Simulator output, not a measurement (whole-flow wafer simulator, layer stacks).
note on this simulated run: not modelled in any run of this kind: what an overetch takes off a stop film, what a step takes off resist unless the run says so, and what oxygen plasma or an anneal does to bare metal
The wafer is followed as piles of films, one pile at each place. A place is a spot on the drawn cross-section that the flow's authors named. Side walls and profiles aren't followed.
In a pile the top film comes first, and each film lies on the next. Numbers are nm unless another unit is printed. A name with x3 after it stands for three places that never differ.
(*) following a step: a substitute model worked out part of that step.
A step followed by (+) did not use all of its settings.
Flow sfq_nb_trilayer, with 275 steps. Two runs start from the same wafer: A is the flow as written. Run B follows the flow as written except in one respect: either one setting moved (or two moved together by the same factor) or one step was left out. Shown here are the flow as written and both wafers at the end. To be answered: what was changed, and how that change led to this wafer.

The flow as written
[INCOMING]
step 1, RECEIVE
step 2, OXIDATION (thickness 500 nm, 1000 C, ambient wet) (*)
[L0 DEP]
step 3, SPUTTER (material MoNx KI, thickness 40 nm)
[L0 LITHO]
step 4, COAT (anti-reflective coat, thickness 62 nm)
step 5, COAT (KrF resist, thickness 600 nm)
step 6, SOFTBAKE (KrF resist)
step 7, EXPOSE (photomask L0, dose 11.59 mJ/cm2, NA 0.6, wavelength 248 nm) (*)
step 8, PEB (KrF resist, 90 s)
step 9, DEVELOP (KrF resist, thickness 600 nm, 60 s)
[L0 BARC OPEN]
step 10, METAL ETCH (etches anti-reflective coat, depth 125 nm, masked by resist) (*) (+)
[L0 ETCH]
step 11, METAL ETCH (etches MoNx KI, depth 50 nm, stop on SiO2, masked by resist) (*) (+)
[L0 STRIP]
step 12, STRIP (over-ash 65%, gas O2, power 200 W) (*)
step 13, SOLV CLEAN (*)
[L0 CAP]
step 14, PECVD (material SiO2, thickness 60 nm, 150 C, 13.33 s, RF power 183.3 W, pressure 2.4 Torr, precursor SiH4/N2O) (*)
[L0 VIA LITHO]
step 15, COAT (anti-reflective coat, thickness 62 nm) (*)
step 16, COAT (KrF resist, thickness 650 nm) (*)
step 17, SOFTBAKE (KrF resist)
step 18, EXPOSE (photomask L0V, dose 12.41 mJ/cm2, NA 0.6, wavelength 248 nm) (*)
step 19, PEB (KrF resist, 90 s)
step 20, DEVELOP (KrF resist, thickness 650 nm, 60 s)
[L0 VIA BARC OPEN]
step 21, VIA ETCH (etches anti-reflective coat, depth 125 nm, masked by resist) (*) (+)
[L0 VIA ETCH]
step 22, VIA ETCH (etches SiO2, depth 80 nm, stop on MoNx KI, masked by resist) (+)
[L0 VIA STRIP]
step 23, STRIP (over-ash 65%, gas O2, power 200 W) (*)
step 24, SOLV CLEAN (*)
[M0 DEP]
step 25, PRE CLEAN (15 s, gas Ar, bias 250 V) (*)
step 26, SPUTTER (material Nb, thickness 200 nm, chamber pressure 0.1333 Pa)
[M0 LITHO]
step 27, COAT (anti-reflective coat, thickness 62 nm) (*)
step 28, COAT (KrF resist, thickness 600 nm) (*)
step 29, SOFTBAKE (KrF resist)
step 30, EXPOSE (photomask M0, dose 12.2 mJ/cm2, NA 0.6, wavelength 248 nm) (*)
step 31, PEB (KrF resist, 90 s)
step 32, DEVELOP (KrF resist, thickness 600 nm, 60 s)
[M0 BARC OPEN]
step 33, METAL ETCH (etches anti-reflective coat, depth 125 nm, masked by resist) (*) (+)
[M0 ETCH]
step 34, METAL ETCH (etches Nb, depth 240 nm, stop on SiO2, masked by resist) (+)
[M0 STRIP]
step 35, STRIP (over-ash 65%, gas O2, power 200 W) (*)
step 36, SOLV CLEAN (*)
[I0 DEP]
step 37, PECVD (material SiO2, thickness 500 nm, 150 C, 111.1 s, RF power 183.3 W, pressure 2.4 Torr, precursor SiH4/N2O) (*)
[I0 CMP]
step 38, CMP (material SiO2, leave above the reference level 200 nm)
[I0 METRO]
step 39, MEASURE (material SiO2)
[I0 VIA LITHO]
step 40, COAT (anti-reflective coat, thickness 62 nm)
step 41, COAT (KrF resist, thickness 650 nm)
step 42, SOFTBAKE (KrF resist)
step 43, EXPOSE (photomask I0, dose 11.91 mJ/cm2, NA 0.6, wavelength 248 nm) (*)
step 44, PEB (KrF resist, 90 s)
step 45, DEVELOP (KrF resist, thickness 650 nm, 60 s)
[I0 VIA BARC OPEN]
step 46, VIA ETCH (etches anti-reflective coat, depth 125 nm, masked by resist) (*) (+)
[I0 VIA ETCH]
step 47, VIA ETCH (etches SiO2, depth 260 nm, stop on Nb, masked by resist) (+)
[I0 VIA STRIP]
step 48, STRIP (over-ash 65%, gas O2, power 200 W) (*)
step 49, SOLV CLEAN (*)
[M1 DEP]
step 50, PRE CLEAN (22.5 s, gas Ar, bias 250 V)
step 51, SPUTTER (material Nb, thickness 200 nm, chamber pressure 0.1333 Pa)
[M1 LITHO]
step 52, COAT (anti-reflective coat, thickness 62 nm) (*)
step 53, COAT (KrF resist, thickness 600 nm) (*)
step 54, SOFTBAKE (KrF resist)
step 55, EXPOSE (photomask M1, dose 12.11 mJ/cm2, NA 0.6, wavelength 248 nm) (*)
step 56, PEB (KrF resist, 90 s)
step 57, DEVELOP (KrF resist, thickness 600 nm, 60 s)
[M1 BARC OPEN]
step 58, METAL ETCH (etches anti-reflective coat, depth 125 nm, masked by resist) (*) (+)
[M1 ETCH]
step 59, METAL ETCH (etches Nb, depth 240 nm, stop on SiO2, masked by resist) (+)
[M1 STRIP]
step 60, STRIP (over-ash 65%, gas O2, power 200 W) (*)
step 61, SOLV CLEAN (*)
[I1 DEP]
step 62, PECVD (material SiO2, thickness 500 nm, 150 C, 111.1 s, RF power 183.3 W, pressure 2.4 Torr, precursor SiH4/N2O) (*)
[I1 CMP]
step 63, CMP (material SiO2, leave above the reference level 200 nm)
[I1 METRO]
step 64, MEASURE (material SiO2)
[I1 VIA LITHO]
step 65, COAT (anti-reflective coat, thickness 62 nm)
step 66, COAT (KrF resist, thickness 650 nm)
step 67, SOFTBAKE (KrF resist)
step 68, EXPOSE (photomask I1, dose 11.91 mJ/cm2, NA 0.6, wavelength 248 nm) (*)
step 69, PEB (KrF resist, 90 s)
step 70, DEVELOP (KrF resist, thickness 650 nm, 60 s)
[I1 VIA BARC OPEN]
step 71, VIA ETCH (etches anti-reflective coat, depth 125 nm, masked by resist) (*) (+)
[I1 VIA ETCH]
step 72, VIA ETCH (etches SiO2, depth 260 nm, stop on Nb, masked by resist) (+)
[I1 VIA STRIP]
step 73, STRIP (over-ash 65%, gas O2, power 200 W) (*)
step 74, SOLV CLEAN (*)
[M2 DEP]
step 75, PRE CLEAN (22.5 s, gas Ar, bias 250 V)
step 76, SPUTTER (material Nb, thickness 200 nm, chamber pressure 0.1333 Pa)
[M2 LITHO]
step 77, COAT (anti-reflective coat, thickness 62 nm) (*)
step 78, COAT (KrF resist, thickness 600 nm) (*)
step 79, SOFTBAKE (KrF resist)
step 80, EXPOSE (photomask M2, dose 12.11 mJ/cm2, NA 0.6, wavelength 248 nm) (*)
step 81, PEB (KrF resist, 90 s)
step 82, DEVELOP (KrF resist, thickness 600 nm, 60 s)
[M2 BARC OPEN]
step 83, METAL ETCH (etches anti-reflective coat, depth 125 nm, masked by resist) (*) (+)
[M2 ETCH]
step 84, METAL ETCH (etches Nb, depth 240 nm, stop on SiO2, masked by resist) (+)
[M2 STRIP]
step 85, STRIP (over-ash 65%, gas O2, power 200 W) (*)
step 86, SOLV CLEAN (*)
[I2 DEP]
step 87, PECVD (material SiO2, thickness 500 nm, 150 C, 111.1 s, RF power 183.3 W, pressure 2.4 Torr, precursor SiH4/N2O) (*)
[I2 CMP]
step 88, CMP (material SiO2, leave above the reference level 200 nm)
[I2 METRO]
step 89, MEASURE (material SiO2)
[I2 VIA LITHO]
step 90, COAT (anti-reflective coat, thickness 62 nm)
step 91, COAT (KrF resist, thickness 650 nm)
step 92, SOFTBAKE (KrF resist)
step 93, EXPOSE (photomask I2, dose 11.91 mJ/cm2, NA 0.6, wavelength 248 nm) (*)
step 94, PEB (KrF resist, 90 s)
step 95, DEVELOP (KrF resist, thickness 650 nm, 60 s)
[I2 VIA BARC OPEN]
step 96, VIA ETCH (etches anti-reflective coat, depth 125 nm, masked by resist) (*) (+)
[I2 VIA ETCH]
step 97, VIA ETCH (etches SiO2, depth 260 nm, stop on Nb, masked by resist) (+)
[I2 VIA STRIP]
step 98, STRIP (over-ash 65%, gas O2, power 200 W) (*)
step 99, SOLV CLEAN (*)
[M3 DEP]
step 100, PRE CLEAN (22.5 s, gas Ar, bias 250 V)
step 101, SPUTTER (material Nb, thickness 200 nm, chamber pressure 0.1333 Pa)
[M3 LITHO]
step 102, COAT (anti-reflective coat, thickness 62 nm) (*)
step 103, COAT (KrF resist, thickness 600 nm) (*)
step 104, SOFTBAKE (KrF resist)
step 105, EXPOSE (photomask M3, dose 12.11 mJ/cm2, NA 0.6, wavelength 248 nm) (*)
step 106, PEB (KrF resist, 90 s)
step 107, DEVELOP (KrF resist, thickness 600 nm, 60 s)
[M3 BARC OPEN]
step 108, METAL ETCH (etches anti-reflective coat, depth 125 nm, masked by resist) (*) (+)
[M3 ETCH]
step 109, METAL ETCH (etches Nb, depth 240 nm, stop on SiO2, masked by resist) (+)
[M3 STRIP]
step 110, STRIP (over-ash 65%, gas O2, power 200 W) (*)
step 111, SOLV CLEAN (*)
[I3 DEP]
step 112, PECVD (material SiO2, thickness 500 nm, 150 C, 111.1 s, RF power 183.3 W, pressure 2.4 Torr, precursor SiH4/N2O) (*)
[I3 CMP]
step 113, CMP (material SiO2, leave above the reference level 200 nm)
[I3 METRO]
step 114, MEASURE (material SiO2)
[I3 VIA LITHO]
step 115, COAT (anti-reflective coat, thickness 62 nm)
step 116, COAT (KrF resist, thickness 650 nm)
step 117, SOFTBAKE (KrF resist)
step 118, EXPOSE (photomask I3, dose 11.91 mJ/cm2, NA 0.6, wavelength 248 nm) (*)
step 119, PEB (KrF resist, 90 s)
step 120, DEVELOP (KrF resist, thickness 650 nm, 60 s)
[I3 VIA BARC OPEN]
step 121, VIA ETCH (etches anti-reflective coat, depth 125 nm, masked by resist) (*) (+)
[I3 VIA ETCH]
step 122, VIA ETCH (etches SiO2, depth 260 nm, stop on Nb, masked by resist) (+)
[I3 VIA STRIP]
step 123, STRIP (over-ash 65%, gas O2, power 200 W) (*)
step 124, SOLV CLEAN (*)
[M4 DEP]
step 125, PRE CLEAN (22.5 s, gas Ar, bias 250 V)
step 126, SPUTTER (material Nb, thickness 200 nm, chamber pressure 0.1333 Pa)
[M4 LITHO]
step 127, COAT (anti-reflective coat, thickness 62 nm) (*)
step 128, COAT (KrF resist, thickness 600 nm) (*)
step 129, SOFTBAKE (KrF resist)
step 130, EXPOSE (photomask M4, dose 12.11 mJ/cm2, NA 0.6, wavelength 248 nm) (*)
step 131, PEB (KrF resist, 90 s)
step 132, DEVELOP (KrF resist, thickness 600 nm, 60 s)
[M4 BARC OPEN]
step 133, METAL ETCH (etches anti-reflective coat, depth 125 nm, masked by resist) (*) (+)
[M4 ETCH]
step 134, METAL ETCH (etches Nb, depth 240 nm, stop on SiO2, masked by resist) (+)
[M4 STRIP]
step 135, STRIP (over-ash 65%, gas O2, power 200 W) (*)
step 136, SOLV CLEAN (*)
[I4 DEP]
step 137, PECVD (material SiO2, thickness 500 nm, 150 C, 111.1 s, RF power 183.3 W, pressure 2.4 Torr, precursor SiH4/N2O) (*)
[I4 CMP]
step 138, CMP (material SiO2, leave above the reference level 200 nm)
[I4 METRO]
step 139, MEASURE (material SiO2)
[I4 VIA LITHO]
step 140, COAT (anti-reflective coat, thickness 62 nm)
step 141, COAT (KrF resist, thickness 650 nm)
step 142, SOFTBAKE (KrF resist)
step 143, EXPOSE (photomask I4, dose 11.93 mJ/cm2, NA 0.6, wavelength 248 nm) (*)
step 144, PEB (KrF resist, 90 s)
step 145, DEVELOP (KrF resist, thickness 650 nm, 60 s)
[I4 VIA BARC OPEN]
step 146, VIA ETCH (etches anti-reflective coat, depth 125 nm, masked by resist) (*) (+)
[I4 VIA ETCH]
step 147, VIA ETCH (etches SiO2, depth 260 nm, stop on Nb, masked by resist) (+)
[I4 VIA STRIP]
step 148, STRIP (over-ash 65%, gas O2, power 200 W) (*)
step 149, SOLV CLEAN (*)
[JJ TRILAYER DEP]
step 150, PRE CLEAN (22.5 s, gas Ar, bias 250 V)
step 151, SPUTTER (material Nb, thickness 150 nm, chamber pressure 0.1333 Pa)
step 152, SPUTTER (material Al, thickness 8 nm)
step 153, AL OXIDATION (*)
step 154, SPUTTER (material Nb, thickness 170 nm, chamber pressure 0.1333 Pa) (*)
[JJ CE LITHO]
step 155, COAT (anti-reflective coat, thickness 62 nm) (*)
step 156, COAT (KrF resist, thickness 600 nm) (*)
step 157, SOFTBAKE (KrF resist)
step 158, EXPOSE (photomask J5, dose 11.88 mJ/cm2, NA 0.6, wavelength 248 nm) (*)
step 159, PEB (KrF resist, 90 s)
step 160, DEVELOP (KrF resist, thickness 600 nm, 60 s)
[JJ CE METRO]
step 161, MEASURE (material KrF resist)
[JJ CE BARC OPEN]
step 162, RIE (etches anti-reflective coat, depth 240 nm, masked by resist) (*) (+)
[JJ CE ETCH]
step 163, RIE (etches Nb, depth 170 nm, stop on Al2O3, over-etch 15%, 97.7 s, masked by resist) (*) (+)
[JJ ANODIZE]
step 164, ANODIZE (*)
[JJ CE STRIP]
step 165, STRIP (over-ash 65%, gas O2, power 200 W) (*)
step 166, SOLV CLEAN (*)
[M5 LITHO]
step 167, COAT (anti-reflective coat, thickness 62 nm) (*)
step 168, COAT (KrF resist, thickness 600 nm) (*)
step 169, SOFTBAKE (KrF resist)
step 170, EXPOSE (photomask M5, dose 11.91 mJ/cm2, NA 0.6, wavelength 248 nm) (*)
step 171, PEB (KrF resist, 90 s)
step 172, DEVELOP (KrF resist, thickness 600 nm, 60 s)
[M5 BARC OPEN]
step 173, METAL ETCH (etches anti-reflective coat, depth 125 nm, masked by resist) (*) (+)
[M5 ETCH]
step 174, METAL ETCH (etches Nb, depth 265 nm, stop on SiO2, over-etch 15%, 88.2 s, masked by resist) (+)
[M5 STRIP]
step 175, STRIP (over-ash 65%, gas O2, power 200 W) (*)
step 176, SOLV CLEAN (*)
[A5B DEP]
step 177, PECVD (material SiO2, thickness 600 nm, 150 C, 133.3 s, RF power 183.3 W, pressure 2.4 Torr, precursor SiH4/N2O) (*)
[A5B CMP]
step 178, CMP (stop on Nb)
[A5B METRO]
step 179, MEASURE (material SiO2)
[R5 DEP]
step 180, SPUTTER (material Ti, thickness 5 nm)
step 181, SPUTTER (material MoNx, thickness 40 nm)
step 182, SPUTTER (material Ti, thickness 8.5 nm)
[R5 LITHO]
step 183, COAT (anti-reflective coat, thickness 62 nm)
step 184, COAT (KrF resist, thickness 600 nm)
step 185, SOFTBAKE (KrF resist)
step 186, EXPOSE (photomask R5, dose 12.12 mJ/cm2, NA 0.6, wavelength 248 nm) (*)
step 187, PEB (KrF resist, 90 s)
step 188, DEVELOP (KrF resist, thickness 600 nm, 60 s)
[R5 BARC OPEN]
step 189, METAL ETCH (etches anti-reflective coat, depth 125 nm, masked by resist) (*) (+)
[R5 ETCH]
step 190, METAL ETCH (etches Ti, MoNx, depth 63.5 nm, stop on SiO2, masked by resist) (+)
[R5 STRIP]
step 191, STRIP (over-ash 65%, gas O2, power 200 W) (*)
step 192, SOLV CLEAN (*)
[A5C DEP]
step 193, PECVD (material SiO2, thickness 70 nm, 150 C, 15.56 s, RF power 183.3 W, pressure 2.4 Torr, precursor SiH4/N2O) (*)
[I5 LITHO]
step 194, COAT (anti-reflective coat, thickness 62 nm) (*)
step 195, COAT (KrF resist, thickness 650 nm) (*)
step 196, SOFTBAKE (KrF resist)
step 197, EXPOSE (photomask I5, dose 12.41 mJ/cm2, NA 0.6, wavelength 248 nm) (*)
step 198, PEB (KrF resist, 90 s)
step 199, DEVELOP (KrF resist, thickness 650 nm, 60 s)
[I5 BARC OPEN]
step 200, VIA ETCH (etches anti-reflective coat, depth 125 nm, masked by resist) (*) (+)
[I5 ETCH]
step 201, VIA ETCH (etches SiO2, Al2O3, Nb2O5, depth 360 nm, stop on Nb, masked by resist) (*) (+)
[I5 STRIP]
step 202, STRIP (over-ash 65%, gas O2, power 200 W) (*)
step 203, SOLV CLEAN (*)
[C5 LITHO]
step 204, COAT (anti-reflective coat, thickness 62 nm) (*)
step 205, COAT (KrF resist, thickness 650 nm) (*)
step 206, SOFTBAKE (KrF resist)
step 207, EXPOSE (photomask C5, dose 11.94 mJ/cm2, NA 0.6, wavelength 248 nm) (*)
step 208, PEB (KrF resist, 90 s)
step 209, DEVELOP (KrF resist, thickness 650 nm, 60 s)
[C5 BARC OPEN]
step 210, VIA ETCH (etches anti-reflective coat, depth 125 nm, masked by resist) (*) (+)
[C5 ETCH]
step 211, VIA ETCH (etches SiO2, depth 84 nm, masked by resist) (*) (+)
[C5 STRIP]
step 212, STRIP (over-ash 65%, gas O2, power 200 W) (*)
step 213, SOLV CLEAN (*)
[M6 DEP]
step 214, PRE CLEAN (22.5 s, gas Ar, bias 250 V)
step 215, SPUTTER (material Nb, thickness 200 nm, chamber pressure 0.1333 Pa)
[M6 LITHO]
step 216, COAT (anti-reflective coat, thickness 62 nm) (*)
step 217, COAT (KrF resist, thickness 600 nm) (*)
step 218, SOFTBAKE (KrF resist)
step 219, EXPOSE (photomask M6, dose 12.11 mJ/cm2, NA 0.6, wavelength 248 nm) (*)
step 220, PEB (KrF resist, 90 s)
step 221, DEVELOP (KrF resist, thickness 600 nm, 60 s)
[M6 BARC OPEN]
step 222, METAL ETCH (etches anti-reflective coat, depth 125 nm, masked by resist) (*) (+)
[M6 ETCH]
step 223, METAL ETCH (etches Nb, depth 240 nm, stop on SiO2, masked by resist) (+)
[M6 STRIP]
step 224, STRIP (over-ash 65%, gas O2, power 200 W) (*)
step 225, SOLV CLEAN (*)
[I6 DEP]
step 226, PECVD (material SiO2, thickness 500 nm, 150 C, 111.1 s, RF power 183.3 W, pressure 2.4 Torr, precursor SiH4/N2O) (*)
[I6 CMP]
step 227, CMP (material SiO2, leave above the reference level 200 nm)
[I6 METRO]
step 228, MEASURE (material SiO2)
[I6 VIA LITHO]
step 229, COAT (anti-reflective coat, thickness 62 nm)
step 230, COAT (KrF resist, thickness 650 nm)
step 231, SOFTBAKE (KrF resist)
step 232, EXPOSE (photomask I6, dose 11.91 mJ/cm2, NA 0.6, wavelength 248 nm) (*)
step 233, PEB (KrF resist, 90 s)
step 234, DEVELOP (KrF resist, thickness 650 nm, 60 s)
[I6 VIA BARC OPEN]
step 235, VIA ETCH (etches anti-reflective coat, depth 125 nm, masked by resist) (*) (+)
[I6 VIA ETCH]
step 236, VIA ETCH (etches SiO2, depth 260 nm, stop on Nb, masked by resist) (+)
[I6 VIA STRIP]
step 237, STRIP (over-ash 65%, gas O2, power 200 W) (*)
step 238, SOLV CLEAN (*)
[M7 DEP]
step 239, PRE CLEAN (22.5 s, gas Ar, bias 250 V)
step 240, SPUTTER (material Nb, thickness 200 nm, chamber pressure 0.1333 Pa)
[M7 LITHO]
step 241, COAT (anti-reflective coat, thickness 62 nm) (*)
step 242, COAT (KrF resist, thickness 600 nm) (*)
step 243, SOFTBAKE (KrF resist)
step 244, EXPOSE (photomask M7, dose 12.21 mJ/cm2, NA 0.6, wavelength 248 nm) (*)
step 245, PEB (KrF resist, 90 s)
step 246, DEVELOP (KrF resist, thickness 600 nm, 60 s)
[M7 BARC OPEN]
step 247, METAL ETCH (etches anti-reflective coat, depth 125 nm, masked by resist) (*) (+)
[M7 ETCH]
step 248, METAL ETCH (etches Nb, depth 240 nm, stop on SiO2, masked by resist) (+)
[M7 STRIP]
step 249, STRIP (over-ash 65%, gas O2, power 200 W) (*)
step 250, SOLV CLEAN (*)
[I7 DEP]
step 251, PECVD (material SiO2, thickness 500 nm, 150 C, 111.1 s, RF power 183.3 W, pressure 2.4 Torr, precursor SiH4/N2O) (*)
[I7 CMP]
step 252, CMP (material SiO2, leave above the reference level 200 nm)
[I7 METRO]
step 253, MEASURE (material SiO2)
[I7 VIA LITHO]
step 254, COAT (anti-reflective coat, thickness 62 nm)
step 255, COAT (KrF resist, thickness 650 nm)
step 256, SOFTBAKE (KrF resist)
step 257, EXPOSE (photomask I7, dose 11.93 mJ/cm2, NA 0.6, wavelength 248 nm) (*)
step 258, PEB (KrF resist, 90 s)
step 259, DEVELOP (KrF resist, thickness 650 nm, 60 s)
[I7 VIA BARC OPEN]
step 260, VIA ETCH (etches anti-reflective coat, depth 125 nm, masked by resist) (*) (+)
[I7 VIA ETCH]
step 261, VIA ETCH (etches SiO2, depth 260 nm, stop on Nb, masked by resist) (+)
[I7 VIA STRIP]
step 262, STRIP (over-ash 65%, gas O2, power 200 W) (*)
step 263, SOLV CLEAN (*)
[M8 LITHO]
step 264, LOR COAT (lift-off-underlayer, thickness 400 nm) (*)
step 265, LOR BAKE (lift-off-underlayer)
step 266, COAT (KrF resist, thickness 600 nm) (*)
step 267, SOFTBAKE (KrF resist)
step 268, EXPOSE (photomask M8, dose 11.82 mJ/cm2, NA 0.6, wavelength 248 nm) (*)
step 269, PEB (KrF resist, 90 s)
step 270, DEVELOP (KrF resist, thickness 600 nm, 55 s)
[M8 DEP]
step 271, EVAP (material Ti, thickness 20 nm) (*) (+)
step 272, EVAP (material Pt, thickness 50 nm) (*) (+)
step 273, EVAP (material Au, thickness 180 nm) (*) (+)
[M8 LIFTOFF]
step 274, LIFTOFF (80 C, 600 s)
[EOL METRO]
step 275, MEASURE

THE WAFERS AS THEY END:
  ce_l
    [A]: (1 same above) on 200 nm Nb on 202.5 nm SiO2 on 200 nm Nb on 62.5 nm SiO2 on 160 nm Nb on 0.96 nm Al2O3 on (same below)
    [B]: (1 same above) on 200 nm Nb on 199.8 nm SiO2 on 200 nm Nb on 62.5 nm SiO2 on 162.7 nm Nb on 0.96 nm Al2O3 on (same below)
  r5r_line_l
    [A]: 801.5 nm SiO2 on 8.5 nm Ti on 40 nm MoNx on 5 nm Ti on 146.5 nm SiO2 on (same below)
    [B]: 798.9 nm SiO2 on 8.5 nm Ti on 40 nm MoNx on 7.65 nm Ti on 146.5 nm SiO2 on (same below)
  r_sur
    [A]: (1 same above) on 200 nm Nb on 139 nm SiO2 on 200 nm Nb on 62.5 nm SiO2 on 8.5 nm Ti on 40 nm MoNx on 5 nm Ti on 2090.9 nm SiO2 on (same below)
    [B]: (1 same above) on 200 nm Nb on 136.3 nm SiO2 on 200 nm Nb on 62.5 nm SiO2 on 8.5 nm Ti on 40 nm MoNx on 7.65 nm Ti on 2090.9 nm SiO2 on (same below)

What caused this: step 180, SPUTTER: thickness 7.65 nm was run, whereas the flow has thickness 5 nm.
The wafer itself shows it: r5r_line_l has Ti 7.65, and step 180 as written asks for 5 nm.

How this came from the change, step by step:
  step 180, SPUTTER (material Ti, thickness 5 nm)
      field_l, v_sur, via_wl and 103 more: A +5 Ti (new film) | B +7.65 Ti (new film)
  step 190, METAL ETCH (etches Ti, MoNx, depth 63.5 nm, stop on SiO2, masked by resist) (+)
      field_l, v_sur, via_wl and 92 more: A -8.5 Ti (all of it), -40 MoNx (all of it), -5 Ti (all of it) | B -8.5 Ti (all of it), -40 MoNx (all of it), -7.65 Ti (all of it)
      ce_l, c5j, ce_r, wl_jj: A -8.5 Ti (all of it), -40 MoNx (all of it), -5 Ti (all of it), -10 Nb | B -8.5 Ti (all of it), -40 MoNx (all of it), -7.65 Ti (all of it), -7.35 Nb
  step 194, COAT (anti-reflective coat, thickness 62 nm) (*)
      ce_r: A +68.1 anti-reflective coat (new film) | B +66.7 anti-reflective coat (new film)
  step 202, STRIP (over-ash 65%, gas O2, power 200 W) (*)
      ce_r: A -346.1 KrF resist (all of it), -68.1 anti-reflective coat (all of it) | B -345.8 KrF resist (all of it), -66.7 anti-reflective coat (all of it)
  step 204, COAT (anti-reflective coat, thickness 62 nm) (*)
      ce_r: A +67.2 anti-reflective coat (new film) | B +65.8 anti-reflective coat (new film)
  step 212, STRIP (over-ash 65%, gas O2, power 200 W) (*)
      ce_r: A -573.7 KrF resist (all of it), -67.2 anti-reflective coat (all of it) | B -573.7 KrF resist (all of it), -65.8 anti-reflective coat (all of it)
  step 216, COAT (anti-reflective coat, thickness 62 nm) (*)
      ce_r: A +48.8 anti-reflective coat (new film) | B +47.8 anti-reflective coat (new film)
  step 224, STRIP (over-ash 65%, gas O2, power 200 W) (*)
      ce_r: A -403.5 KrF resist (all of it), -48.8 anti-reflective coat (all of it) | B -403 KrF resist (all of it), -47.8 anti-reflective coat (all of it)
